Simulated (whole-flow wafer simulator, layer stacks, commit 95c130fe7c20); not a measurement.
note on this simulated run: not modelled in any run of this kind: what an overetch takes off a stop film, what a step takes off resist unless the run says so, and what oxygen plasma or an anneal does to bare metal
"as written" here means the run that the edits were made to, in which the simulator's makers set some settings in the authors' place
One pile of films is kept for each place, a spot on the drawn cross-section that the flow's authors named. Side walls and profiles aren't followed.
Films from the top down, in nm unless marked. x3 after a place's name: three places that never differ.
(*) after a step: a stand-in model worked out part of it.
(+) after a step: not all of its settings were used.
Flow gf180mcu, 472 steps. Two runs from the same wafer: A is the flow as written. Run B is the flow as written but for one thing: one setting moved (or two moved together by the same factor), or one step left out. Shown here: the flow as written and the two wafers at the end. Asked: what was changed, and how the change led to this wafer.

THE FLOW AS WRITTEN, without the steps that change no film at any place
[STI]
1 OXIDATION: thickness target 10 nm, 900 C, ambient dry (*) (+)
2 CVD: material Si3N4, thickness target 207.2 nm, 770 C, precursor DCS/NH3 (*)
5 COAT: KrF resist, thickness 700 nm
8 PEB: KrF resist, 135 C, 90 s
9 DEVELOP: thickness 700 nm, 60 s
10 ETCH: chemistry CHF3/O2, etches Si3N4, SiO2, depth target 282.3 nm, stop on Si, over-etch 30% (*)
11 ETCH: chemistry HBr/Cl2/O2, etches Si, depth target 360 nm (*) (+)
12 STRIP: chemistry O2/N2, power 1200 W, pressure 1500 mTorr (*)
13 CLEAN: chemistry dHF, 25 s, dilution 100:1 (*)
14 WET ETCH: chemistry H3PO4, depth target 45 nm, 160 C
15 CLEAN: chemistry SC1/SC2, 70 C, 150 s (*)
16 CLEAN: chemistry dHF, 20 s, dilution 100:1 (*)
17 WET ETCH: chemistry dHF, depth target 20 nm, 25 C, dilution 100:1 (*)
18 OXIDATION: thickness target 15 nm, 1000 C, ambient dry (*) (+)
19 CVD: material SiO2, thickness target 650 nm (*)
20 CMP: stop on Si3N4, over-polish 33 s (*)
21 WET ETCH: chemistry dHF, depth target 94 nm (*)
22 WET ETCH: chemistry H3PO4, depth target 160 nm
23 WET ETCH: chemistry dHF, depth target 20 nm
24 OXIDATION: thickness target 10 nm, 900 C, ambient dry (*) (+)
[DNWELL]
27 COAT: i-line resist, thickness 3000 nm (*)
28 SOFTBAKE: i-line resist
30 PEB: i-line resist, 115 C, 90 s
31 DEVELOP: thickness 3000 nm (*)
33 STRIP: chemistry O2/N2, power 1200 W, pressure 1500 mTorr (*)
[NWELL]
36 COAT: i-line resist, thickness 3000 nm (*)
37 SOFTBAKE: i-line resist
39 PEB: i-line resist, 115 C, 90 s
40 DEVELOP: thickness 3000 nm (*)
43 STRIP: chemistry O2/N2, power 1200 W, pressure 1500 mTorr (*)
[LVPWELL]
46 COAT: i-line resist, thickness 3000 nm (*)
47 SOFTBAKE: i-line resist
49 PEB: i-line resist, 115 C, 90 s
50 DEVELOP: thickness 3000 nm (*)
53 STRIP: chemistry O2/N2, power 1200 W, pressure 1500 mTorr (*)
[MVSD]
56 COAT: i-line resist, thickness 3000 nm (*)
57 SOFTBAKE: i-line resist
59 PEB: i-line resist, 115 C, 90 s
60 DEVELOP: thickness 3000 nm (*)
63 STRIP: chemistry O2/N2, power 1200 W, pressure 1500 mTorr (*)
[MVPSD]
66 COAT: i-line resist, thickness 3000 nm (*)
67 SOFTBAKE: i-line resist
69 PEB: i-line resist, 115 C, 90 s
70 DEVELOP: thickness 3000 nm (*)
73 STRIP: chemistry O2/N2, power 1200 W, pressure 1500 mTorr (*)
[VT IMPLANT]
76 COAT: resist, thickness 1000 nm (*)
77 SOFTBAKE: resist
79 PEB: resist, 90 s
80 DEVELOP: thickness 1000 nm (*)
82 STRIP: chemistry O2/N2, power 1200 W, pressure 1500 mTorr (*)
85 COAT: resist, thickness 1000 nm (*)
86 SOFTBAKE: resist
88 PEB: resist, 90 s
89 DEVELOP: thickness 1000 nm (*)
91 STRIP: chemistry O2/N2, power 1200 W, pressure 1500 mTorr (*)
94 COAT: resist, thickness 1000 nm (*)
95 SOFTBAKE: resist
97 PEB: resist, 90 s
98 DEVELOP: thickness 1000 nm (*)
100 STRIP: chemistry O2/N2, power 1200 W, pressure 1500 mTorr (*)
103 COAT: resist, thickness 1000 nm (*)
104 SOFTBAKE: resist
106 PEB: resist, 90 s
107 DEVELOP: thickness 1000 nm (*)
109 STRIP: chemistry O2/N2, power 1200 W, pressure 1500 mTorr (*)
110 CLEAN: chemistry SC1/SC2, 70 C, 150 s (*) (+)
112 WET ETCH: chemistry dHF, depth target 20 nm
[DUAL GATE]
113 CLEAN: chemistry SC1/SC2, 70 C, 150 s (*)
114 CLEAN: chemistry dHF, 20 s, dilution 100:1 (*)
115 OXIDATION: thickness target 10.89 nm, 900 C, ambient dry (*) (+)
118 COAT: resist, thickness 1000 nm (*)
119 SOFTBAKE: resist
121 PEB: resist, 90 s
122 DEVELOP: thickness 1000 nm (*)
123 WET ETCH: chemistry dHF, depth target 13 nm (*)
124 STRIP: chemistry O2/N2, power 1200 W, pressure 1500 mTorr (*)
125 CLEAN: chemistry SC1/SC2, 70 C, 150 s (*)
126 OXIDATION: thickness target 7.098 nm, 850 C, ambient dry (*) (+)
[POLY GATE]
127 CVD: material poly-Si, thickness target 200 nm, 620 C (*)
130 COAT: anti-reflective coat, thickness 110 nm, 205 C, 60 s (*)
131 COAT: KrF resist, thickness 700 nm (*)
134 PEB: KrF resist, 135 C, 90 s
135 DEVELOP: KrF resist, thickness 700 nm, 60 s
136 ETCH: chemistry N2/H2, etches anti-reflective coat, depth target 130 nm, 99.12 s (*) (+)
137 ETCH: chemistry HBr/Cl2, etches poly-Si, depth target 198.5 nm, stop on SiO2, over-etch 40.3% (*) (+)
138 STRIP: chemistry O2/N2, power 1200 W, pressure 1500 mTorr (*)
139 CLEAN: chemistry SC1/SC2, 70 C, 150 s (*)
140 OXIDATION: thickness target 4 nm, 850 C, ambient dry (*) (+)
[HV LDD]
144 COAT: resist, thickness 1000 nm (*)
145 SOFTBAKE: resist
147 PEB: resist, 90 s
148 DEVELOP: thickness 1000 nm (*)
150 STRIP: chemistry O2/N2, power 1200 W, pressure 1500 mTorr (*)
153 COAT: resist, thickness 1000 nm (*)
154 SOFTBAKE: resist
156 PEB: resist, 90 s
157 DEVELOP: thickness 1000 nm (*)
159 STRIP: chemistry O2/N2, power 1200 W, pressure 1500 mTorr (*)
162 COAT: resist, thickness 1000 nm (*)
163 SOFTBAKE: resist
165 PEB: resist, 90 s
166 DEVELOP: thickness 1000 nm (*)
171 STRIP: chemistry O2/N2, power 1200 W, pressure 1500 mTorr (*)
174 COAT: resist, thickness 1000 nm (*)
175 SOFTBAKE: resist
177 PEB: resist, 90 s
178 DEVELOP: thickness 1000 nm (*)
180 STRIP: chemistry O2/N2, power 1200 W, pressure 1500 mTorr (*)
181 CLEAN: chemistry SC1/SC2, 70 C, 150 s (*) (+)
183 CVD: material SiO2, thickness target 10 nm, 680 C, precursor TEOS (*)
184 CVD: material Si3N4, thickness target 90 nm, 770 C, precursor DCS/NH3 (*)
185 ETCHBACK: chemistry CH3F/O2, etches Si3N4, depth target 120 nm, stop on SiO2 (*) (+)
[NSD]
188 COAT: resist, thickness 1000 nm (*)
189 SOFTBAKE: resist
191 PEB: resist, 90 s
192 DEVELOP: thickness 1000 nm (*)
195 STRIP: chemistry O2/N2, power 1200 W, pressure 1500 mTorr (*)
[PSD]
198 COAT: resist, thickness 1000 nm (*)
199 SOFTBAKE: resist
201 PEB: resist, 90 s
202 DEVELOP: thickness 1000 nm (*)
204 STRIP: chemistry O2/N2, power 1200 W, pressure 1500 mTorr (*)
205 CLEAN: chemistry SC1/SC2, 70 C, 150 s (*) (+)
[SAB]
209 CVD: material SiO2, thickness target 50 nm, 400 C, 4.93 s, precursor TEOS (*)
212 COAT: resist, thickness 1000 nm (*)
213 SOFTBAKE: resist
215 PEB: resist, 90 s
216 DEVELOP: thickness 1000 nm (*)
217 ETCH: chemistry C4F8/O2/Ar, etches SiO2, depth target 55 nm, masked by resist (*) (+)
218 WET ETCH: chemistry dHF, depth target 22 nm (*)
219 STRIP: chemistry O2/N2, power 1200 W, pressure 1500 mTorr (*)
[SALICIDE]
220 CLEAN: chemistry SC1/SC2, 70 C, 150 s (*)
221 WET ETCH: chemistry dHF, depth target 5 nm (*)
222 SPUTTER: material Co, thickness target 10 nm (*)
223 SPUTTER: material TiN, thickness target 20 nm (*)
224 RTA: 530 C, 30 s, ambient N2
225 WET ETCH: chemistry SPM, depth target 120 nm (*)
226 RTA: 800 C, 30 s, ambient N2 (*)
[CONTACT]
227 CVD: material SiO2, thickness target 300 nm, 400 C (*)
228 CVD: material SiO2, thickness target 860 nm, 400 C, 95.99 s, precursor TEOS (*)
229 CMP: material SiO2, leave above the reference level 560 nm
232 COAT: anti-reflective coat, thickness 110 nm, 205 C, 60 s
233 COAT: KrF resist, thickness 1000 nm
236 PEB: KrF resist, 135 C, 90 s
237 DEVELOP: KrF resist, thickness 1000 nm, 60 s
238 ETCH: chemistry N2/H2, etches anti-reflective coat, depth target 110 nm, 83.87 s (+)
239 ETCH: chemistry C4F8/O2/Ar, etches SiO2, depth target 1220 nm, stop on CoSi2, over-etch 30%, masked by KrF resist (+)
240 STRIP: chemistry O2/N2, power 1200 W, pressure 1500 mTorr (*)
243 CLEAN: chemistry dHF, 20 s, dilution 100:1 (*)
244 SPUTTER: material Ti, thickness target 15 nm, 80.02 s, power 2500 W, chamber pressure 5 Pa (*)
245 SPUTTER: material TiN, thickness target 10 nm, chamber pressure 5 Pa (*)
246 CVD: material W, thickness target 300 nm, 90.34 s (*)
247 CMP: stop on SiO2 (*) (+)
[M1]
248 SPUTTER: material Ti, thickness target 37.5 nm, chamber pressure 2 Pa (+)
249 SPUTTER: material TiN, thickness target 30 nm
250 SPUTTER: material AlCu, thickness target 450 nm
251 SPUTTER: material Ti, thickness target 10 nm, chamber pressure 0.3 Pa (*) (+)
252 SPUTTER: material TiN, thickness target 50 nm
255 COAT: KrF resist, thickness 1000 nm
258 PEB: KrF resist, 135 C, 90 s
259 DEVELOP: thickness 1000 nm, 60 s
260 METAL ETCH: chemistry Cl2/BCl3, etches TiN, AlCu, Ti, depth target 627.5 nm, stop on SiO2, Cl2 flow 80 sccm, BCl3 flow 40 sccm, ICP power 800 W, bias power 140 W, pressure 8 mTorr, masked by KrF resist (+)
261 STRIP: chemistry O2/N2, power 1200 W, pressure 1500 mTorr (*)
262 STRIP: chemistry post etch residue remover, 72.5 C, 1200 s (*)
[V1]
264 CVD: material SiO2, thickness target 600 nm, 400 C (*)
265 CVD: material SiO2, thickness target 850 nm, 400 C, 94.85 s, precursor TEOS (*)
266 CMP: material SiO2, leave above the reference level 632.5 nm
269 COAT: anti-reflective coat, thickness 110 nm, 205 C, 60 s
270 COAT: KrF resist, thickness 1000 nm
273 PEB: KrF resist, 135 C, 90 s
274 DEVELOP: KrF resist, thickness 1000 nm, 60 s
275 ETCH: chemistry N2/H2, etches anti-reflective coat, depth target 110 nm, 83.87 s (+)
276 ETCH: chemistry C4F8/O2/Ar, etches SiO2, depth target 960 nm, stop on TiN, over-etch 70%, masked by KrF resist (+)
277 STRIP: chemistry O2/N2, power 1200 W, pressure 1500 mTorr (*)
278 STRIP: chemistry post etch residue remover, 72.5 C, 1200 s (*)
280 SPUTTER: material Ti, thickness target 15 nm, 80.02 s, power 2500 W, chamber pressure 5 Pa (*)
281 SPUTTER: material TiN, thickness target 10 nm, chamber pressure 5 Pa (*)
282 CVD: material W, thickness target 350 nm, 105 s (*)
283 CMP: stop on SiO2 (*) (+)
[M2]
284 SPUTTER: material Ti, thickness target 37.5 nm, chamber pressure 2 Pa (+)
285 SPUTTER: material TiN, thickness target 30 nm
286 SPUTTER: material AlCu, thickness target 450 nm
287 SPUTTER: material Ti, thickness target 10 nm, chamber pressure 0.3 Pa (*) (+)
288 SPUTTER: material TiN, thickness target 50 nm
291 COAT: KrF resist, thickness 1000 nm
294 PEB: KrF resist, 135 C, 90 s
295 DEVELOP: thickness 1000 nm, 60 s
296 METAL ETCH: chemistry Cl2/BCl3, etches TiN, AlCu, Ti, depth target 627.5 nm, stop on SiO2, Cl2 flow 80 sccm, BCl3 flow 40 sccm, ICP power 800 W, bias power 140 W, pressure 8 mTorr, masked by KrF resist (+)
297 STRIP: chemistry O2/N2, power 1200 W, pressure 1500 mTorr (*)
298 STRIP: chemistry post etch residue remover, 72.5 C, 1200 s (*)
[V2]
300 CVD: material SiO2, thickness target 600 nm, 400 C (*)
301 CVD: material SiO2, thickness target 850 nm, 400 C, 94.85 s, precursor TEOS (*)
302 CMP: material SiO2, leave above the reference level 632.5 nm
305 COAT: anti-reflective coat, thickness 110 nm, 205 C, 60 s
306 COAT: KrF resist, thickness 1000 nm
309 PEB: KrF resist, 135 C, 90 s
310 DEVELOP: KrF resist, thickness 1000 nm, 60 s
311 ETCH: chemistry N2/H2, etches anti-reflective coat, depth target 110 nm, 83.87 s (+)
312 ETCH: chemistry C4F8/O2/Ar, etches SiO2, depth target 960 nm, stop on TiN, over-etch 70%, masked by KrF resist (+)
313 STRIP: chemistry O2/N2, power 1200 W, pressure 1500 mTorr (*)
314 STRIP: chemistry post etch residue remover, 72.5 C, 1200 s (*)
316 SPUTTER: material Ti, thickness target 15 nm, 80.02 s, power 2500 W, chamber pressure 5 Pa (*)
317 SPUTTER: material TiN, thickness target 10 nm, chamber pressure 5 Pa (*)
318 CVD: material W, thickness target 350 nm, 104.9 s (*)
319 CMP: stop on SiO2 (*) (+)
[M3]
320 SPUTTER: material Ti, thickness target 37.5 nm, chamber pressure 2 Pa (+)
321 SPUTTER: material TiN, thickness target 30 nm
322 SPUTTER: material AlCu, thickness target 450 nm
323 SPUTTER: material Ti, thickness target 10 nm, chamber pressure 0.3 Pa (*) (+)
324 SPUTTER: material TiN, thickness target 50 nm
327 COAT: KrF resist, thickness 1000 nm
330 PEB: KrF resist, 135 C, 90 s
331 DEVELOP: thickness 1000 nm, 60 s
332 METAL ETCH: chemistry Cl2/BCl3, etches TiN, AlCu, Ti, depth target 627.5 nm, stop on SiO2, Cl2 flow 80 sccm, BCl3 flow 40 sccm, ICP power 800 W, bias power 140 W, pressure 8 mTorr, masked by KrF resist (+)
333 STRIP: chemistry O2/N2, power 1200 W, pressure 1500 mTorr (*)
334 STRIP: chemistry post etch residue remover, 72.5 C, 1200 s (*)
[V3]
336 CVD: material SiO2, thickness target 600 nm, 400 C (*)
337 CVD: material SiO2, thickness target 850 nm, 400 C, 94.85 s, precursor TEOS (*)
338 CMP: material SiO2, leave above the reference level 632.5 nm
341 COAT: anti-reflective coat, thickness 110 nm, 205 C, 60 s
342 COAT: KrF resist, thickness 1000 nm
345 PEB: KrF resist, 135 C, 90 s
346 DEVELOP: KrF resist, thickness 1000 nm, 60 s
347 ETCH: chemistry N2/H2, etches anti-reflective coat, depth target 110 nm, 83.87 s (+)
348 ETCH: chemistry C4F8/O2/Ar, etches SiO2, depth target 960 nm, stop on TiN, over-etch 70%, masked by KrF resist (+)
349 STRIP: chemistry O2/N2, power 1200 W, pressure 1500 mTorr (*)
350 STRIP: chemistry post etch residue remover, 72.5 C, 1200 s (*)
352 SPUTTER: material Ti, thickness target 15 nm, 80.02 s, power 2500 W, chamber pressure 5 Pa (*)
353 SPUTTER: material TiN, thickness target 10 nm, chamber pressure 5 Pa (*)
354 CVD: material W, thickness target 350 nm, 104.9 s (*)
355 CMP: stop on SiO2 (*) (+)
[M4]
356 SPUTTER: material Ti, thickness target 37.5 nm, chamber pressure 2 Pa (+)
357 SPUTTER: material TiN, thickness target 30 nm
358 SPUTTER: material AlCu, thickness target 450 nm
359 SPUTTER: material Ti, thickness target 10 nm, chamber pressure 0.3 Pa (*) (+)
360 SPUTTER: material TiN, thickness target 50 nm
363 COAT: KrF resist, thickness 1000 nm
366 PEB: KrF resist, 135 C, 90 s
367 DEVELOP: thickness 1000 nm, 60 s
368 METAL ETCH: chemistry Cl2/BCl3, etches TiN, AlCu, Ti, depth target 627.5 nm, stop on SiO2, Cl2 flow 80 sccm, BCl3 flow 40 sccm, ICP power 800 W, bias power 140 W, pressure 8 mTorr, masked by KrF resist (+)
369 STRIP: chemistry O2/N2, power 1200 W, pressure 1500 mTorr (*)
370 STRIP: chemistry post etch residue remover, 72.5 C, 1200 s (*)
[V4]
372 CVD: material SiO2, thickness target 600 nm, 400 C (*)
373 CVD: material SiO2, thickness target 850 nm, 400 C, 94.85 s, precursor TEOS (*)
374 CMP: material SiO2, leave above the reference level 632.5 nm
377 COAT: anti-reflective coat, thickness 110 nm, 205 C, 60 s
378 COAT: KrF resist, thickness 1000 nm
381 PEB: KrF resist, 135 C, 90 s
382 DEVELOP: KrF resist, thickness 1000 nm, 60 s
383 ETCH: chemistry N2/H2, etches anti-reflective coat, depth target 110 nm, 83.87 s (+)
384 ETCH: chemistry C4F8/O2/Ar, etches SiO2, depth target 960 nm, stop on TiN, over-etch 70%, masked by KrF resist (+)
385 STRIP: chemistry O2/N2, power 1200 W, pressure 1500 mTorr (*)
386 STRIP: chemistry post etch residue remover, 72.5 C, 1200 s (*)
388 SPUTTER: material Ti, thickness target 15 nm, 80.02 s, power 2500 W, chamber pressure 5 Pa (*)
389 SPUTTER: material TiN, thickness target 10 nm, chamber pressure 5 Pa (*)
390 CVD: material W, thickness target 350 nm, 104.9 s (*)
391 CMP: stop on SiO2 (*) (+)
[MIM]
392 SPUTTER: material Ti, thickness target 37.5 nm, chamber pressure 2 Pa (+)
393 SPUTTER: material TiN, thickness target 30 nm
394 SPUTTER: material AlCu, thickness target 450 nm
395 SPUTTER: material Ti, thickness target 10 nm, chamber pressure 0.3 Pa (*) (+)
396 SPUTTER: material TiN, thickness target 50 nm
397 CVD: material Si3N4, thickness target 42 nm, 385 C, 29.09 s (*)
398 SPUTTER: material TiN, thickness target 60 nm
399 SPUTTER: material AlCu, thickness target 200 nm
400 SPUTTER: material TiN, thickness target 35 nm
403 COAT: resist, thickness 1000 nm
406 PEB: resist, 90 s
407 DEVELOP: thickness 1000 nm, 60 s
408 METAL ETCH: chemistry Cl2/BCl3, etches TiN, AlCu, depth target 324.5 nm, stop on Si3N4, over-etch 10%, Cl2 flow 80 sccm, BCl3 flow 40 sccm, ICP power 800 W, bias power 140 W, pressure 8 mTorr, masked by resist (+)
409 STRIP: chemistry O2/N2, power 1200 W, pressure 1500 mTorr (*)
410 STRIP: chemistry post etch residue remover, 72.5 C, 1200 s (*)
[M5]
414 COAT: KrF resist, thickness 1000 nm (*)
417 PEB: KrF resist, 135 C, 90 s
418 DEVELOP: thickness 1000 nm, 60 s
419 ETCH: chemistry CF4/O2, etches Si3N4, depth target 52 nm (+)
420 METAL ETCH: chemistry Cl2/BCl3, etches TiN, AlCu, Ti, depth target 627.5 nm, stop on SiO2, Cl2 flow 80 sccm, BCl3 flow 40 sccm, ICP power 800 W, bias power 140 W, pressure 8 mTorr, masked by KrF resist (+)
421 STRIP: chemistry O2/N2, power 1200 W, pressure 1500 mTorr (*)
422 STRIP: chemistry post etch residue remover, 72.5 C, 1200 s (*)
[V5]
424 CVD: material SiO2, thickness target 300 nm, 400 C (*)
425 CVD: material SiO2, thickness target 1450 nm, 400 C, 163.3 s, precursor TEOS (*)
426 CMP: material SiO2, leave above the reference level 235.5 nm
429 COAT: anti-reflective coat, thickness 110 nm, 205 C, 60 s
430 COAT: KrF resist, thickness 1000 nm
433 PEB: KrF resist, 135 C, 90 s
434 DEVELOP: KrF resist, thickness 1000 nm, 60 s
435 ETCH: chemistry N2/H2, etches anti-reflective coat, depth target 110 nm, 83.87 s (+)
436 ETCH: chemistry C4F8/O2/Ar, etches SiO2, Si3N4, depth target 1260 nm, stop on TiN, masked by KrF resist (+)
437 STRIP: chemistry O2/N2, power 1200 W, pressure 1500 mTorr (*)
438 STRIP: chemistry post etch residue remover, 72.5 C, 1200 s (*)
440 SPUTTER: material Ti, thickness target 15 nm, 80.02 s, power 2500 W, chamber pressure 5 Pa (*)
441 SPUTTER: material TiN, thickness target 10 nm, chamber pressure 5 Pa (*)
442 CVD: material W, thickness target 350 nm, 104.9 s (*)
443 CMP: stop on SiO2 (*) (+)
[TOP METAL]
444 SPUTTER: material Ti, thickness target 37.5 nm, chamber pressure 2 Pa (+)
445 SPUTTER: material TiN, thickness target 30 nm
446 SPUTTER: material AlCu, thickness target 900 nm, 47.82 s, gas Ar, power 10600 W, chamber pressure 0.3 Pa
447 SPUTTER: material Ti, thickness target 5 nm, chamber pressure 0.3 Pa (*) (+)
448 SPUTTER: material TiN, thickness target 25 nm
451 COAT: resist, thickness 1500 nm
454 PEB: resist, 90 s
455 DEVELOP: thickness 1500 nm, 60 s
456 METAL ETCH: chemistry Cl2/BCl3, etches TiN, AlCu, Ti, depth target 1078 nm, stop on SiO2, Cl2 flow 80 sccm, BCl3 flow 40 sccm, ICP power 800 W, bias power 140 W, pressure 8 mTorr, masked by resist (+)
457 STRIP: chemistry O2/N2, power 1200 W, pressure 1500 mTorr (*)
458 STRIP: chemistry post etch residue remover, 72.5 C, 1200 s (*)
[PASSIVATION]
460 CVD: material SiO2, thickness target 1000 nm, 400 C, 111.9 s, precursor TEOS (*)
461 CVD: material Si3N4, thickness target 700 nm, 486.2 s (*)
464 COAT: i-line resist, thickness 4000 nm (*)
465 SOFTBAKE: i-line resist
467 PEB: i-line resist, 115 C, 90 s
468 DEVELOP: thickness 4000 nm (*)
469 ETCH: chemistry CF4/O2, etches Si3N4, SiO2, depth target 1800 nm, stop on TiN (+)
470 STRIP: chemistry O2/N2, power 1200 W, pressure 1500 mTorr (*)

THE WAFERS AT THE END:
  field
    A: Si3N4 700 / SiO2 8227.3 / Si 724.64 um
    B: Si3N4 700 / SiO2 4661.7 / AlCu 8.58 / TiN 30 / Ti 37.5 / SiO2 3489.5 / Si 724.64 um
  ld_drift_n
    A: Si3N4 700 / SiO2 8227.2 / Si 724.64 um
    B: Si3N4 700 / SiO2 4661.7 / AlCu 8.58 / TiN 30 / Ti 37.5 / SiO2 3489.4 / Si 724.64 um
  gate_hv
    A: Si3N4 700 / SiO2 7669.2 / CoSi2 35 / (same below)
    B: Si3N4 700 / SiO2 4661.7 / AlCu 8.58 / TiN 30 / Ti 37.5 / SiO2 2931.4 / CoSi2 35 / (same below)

The cause: step 332, METAL ETCH: depth target 495.7 nm was run, where the flow has depth target 627.5 nm.

How the change led to this, step by step:
  332 METAL ETCH: chemistry Cl2/BCl3, etches TiN, AlCu, Ti, depth target 627.5 nm, stop on SiO2, Cl2 flow 80 sccm, BCl3 flow 40 sccm, ICP power 800 W, bias power 140 W, pressure 8 mTorr, masked by KrF resist (+)
      field, field__w1, field__w2 and 103 more: A TiN -50 (all of it), Ti -10 (all of it), AlCu -450 (all of it), TiN -30 (all of it), Ti -37.5 (all of it) | B TiN -50 (all of it), Ti -10 (all of it), AlCu -435.7
      field__w8, contact, m1, m1__w1, m1_nw: A KrF resist -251 | B KrF resist -198.3
  333 STRIP: chemistry O2/N2, power 1200 W, pressure 1500 mTorr (*)
      field__w8, contact, m1, m1__w1, m1_nw: A KrF resist -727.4 (all of it) | B KrF resist -780.1 (all of it)
  334 STRIP: chemistry post etch residue remover, 72.5 C, 1200 s (*)
      field, field__w1, field__w2 and 103 more: A nothing | B AlCu -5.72
  336 CVD: material SiO2, thickness target 600 nm, 400 C (*)
      field, field__w1, field__w2 and 103 more: A SiO2 +600 | B SiO2 +600 (new film)
  338 CMP: material SiO2, leave above the reference level 632.5 nm
      field, field__w1, field__w2 and 103 more: A SiO2 -300 | B SiO2 -376.1
Counting metal films that touch as one body, field has 1 body; the flow as written gives 0 bodies.
Counting metal films that touch as one body, ld_drift_n has 1 body; the flow as written gives 0 bodies.
Counting metal films that touch as one body, gate_hv has 2 bodies (between them, from the top down: SiO2 2931.4); the flow as written gives 1 body.
